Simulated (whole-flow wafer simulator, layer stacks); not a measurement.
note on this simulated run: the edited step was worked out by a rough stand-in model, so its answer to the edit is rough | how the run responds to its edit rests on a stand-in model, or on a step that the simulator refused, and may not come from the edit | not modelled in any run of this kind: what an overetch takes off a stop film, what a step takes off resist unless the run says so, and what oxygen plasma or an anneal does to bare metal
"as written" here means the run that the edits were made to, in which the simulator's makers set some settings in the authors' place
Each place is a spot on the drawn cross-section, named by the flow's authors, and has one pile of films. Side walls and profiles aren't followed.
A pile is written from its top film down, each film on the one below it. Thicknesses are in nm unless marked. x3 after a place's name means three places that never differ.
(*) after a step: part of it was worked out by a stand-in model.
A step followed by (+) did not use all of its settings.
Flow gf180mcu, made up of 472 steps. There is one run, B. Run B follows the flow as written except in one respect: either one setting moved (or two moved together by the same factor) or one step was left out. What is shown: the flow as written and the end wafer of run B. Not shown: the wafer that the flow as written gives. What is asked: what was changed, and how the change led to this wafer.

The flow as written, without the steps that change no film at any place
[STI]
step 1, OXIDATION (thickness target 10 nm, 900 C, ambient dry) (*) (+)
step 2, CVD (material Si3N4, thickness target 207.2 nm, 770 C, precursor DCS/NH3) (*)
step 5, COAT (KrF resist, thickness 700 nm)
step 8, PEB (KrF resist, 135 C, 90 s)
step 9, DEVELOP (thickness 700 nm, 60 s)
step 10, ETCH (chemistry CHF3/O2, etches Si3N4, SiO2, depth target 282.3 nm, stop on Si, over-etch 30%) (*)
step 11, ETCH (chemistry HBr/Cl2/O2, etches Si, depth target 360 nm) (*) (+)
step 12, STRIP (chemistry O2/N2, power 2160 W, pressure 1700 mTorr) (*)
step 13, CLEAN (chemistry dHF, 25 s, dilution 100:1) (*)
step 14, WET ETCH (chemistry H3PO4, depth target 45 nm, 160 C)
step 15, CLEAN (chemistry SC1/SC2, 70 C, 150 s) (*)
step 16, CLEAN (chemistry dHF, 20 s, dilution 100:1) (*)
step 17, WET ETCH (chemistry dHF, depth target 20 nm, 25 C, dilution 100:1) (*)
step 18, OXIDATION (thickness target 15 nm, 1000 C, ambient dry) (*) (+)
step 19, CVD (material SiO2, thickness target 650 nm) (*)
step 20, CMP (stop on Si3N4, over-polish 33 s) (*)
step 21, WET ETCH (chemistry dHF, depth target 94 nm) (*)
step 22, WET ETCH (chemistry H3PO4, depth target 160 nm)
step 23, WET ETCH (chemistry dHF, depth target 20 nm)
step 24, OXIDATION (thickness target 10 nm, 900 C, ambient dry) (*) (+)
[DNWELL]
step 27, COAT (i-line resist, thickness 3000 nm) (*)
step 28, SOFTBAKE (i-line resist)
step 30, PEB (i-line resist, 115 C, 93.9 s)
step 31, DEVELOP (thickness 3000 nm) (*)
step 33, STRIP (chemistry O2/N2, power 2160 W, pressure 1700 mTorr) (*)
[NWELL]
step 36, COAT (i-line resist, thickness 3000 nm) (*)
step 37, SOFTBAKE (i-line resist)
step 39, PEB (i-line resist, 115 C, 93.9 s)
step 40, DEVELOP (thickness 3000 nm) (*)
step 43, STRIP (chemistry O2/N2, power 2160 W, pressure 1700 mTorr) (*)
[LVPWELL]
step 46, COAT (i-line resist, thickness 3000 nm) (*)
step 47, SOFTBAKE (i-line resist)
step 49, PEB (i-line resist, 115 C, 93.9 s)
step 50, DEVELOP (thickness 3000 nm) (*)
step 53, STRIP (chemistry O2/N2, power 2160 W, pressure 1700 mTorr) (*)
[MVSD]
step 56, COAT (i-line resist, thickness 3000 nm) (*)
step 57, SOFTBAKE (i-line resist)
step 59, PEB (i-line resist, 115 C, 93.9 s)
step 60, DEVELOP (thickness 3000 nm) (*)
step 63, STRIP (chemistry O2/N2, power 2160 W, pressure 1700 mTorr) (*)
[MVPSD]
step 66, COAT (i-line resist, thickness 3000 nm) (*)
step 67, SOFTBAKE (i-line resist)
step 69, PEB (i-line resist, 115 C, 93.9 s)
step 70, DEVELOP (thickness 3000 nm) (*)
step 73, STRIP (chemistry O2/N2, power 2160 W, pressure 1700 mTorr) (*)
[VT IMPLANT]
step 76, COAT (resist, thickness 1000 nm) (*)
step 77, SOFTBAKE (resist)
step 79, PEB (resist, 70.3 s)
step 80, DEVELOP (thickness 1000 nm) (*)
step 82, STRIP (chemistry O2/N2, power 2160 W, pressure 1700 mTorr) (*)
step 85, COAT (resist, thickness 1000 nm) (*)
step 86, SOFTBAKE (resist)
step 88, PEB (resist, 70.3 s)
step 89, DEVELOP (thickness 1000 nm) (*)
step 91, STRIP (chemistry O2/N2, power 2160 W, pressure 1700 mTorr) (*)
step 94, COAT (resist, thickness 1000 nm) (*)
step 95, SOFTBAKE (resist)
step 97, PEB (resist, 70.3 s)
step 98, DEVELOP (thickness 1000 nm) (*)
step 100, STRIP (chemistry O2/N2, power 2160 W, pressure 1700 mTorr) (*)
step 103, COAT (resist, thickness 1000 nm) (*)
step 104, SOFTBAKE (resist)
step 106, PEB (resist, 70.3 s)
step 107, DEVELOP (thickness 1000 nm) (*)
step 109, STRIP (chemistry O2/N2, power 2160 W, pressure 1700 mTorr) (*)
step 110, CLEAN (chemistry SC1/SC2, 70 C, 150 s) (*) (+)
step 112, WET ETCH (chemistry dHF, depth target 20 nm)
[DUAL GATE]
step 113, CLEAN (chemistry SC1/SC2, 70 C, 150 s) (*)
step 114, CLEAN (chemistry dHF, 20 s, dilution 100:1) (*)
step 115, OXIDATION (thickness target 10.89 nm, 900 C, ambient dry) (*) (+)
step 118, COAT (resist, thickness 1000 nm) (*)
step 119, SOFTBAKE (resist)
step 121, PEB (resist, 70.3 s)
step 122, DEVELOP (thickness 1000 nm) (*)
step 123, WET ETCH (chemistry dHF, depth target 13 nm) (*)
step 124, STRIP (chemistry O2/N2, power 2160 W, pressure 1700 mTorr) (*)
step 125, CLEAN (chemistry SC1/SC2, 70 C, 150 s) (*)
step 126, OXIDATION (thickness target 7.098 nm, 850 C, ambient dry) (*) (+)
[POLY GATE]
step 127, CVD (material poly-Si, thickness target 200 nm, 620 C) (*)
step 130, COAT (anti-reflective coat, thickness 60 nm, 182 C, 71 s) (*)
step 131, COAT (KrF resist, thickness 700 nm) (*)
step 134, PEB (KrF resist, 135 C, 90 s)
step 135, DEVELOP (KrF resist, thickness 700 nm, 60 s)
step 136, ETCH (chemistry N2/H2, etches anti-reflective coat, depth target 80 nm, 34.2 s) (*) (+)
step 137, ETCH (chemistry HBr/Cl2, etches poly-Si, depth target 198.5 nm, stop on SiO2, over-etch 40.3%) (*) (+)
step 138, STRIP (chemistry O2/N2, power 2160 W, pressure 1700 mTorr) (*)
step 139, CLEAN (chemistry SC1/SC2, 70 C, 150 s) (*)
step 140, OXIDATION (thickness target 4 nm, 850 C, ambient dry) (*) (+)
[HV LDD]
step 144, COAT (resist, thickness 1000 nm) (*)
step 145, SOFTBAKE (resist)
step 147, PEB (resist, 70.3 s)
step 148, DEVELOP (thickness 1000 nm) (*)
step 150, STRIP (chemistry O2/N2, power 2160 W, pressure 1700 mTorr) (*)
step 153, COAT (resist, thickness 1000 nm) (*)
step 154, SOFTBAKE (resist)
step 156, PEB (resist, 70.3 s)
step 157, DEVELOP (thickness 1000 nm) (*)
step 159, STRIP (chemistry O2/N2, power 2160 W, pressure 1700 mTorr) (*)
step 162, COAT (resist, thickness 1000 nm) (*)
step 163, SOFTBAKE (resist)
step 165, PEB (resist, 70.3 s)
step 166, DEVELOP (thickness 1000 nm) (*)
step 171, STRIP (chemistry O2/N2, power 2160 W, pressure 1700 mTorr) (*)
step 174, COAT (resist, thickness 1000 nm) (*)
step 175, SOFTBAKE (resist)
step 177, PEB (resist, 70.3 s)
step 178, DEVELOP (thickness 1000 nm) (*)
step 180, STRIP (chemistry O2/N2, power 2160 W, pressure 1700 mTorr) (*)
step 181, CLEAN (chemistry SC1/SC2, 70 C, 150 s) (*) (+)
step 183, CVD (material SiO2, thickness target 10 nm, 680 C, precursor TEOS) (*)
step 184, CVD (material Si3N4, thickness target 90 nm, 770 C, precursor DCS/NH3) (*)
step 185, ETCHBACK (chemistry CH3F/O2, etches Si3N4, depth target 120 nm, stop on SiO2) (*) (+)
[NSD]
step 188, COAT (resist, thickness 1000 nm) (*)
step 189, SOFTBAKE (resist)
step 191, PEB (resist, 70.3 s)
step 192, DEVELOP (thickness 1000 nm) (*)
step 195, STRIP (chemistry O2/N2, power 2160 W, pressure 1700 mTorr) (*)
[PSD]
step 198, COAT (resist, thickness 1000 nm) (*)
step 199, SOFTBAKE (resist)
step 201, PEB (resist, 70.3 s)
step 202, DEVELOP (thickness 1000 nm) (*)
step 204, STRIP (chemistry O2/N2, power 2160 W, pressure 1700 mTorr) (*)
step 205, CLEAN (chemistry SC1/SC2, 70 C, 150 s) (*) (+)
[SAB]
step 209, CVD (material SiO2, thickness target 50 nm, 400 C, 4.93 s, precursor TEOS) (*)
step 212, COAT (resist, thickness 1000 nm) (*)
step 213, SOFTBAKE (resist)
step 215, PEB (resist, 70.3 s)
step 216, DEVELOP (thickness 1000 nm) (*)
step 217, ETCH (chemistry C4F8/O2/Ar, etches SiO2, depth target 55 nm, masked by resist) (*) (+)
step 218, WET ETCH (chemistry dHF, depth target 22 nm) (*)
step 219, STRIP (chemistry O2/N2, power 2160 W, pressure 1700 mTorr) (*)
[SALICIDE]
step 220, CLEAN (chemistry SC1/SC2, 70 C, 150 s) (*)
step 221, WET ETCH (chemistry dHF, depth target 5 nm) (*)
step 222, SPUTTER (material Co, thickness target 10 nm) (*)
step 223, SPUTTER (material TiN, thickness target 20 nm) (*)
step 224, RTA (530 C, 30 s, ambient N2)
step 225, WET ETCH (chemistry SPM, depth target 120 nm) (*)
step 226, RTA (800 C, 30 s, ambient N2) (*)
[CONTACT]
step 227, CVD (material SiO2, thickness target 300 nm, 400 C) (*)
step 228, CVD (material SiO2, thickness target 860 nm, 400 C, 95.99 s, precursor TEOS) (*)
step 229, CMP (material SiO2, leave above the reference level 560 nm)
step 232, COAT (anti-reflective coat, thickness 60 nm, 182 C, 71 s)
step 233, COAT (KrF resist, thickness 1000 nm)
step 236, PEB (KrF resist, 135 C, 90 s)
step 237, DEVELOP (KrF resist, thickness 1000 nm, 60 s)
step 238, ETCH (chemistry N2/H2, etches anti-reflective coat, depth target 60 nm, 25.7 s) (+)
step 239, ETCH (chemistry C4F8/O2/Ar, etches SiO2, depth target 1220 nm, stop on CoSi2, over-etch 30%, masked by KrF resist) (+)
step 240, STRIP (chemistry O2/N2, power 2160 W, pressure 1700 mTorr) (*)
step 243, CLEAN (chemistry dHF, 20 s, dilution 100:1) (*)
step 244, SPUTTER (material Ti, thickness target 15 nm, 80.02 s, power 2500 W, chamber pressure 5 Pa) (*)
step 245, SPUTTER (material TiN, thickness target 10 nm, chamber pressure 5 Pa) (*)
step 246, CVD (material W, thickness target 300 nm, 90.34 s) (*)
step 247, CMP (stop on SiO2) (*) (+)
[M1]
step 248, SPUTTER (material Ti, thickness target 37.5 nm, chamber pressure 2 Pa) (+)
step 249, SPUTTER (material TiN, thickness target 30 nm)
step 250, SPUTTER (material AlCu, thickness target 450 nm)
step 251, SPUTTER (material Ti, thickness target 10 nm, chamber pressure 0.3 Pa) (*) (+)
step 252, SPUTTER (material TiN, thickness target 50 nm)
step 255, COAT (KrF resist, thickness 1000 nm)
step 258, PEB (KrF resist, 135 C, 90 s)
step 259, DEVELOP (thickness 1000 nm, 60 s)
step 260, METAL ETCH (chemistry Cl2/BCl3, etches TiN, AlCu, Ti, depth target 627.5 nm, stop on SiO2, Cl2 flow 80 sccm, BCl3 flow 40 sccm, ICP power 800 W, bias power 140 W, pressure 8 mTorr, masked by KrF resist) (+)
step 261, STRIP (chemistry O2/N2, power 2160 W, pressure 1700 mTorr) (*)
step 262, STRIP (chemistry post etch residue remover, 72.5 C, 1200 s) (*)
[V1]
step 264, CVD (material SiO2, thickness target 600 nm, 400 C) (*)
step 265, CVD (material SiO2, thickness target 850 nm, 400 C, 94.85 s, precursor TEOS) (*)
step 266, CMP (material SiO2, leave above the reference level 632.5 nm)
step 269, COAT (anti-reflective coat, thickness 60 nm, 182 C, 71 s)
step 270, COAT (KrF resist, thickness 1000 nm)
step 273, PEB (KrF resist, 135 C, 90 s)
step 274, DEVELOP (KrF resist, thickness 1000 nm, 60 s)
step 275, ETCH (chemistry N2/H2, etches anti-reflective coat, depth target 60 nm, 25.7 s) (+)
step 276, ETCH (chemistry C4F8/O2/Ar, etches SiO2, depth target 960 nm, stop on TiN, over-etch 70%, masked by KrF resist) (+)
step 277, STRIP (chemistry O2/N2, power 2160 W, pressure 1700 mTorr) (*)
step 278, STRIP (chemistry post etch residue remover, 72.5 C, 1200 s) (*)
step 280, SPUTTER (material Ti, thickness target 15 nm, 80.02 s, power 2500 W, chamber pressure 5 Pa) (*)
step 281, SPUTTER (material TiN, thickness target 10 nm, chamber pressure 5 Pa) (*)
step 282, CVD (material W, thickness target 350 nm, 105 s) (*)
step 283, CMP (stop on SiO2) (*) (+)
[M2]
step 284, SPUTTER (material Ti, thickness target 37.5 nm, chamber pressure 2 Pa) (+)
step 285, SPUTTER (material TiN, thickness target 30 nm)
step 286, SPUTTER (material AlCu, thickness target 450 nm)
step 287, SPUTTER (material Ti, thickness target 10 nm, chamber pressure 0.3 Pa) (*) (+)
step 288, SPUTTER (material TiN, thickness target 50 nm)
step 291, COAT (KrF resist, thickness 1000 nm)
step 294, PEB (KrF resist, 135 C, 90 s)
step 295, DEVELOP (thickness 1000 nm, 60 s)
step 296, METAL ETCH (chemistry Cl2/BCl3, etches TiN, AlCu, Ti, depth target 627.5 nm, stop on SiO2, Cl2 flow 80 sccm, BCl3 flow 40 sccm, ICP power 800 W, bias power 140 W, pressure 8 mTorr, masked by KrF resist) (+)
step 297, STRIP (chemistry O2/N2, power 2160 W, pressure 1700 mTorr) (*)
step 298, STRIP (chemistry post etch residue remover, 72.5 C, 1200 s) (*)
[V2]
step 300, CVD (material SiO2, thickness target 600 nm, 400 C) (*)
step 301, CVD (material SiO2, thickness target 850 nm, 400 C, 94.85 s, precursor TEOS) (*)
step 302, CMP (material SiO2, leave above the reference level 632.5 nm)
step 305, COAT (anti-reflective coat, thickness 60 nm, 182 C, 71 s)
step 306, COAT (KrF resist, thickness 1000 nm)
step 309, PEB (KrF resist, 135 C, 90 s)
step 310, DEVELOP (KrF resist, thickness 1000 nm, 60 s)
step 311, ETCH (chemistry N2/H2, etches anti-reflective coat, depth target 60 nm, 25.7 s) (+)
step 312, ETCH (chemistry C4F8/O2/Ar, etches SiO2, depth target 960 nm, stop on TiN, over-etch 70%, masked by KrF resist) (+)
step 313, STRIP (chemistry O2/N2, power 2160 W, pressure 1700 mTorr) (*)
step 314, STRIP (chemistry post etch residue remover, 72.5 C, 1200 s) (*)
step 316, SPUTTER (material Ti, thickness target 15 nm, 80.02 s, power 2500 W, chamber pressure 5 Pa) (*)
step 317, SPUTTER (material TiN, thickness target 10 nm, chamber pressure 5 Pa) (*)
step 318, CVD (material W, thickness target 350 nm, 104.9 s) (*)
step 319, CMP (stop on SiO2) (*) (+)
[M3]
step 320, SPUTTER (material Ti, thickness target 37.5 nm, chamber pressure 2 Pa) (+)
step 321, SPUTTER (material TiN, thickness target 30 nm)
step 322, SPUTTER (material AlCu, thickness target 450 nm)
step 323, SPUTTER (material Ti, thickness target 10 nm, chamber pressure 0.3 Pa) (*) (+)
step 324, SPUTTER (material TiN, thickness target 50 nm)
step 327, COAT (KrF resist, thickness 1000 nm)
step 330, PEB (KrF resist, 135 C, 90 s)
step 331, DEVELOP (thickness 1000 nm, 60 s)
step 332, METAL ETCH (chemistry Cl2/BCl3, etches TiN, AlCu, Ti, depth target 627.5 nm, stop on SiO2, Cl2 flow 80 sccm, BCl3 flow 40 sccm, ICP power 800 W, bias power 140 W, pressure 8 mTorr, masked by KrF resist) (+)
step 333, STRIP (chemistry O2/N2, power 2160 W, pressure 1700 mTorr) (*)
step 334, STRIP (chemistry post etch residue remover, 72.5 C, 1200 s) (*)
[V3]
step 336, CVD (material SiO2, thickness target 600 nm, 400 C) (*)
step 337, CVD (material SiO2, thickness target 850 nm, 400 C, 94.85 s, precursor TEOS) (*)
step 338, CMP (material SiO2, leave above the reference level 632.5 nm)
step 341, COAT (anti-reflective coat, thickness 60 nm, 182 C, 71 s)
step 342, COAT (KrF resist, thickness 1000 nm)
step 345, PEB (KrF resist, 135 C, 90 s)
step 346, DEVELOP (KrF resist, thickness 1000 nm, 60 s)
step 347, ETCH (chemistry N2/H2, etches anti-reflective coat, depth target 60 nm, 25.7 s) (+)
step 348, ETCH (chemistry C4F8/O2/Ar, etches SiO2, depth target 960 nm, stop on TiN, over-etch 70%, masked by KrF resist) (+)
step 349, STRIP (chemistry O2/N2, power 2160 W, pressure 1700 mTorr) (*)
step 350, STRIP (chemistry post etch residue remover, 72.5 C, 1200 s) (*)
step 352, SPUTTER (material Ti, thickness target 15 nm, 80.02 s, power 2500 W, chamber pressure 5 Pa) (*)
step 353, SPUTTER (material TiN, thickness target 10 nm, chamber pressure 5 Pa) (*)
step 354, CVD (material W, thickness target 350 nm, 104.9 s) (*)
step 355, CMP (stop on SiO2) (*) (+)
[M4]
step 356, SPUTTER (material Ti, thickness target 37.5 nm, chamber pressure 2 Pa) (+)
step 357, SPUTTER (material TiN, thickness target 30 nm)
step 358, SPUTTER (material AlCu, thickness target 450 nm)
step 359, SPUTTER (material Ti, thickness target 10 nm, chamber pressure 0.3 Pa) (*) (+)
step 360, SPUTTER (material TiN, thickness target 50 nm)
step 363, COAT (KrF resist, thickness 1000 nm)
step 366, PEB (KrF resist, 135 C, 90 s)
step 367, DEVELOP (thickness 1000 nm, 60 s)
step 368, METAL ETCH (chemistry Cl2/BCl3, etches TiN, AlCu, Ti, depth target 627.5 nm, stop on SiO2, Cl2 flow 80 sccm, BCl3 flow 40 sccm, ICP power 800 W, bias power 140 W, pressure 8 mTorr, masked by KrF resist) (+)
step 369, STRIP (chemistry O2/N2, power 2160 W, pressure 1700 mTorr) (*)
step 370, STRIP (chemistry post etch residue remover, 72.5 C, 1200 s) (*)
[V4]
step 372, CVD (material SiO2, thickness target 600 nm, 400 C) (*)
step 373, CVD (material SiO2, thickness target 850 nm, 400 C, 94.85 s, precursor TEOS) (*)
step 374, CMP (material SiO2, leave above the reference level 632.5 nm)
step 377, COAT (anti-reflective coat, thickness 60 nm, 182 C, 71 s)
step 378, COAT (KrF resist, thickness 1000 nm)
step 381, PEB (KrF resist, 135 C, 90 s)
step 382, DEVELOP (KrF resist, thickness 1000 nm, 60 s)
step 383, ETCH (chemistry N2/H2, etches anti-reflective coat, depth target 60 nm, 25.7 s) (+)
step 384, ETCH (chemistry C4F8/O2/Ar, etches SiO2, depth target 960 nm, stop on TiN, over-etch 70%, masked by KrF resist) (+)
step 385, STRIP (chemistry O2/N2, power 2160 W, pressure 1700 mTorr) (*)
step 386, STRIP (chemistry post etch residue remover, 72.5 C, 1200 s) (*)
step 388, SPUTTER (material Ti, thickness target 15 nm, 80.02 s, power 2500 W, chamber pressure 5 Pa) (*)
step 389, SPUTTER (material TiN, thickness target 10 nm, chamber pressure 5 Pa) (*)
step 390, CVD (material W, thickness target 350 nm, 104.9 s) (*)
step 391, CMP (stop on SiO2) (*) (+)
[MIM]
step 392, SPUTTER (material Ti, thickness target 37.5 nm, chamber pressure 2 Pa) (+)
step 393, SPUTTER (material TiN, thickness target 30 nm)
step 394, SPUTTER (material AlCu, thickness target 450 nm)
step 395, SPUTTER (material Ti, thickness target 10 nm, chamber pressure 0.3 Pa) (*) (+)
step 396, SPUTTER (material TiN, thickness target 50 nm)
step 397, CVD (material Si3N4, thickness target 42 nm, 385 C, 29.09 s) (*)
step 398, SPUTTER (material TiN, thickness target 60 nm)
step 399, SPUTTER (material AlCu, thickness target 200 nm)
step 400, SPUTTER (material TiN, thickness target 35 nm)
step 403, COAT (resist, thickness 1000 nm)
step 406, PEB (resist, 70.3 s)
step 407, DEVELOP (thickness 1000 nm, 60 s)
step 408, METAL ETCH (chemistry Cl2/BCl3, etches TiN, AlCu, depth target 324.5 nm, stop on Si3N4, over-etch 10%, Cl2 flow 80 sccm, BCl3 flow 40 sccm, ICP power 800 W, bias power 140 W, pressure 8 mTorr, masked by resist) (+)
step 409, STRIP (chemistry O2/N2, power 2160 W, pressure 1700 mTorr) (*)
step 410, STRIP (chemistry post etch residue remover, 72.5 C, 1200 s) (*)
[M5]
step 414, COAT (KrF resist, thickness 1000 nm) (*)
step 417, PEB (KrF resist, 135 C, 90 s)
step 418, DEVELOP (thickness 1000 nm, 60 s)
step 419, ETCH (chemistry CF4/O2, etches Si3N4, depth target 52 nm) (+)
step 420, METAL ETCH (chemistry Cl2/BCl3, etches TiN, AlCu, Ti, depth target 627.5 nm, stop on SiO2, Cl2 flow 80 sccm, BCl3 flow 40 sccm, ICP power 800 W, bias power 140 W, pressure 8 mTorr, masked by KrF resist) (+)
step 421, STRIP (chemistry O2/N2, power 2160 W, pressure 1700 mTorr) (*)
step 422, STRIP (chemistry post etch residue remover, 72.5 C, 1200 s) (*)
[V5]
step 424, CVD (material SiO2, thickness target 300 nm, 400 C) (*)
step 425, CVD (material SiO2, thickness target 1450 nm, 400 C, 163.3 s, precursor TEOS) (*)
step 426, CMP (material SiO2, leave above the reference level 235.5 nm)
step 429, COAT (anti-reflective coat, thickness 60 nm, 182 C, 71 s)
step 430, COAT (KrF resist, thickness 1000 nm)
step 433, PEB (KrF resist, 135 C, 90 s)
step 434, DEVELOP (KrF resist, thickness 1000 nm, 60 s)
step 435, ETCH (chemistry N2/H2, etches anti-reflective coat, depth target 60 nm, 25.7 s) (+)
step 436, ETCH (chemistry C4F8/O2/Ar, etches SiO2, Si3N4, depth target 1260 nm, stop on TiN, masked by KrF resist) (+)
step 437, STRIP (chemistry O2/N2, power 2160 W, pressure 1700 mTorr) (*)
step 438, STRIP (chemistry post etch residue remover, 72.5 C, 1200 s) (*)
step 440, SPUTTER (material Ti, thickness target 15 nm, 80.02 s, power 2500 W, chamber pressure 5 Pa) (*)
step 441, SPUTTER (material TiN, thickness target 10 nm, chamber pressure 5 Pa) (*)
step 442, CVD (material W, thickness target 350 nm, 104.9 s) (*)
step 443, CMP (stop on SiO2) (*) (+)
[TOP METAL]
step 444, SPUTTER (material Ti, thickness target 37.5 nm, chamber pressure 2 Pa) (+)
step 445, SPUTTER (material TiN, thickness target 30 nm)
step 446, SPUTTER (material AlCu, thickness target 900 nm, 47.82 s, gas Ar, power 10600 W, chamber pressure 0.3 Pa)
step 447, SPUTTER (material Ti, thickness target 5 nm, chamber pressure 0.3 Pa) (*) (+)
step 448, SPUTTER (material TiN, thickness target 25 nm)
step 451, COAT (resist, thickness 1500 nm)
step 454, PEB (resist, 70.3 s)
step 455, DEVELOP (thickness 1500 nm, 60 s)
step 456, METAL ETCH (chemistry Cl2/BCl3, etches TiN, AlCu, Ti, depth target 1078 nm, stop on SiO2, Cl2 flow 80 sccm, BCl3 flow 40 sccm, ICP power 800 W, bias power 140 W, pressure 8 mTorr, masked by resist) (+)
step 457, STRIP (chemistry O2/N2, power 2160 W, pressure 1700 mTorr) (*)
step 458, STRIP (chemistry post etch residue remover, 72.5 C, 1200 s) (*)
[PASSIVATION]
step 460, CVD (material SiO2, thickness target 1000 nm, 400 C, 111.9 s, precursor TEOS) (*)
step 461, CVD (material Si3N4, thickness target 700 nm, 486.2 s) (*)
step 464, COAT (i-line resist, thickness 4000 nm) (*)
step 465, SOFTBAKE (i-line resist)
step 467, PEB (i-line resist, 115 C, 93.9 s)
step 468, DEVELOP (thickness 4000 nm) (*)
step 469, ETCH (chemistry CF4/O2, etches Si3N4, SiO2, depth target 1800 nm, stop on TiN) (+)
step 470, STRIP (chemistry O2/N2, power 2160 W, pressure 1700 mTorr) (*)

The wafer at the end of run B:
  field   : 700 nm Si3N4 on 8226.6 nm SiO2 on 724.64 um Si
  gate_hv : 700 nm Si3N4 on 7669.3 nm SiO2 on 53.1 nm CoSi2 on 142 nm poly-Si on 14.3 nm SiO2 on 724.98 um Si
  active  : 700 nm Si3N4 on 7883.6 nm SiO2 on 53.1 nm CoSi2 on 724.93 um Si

What caused this: step 222, SPUTTER: thickness target 15.2 nm was run, whereas the flow has thickness target 10 nm.

Step by step, how the change led to this:
  step 222, SPUTTER (material Co, thickness target 10 nm) (*)
      field, field__w7, field__w8 and 72 more: Co gains 15.2 (new film) (in the flow as written it would be: Co gains 10 (new film))
      field__w6, field_sub, field_sub__w2: Co gains 15.1 (new film) (in the flow as written it would be: Co gains 9.95 (new film))
      (also at 33 further places)
  step 223, SPUTTER (material TiN, thickness target 20 nm) (*)
      field__w12: TiN gains 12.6 (new film) (in the flow as written it would be: TiN gains 12 (new film))
  step 224, RTA (530 C, 30 s, ambient N2)
      gate, gate_hv, gate_p and 22 more: under 1 film: CoSi gains 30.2 (new film), Co loses 15.2 (all of it), poly-Si loses 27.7 (in the flow as written it would be: under 1 film: CoSi gains 19.9 (new film), Co loses 10 (all of it), poly-Si loses 18.2)
      active, p_well, sd_n and 11 more: under 1 film: CoSi gains 30.2 (new film), Co loses 15.2 (all of it), Si loses 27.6 (in the flow as written it would be: under 1 film: CoSi gains 19.9 (new film), Co loses 10 (all of it), Si loses 18.1)
      (also at 10 further places)
  step 225, WET ETCH (chemistry SPM, depth target 120 nm) (*)
      field, field__w7, field__w8 and 32 more: TiN loses 20 (all of it), Co loses 15.2 (all of it) (in the flow as written it would be: TiN loses 20 (all of it), Co loses 10 (all of it))
      field__w9, nw_enc_fld_lv__w3: TiN loses 19.1 (all of it), Co loses 14.6 (all of it) (in the flow as written it would be: TiN loses 19.1 (all of it), Co loses 9.6 (all of it))
      (also at 25 further places)
  step 226, RTA (800 C, 30 s, ambient N2) (*)
      gate, gate_hv, gate_p and 22 more: CoSi2 gains 53.1 (new film), CoSi loses 30.2 (all of it), poly-Si loses 27.7 (in the flow as written it would be: CoSi2 gains 35 (new film), CoSi loses 19.9 (all of it), poly-Si loses 18.2)
      active, p_well, sd_n and 11 more: CoSi2 gains 53.1 (new film), CoSi loses 30.2 (all of it), Si loses 27.6 (in the flow as written it would be: CoSi2 gains 35 (new film), CoSi loses 19.9 (all of it), Si loses 18.1)
      (also at 10 further places)
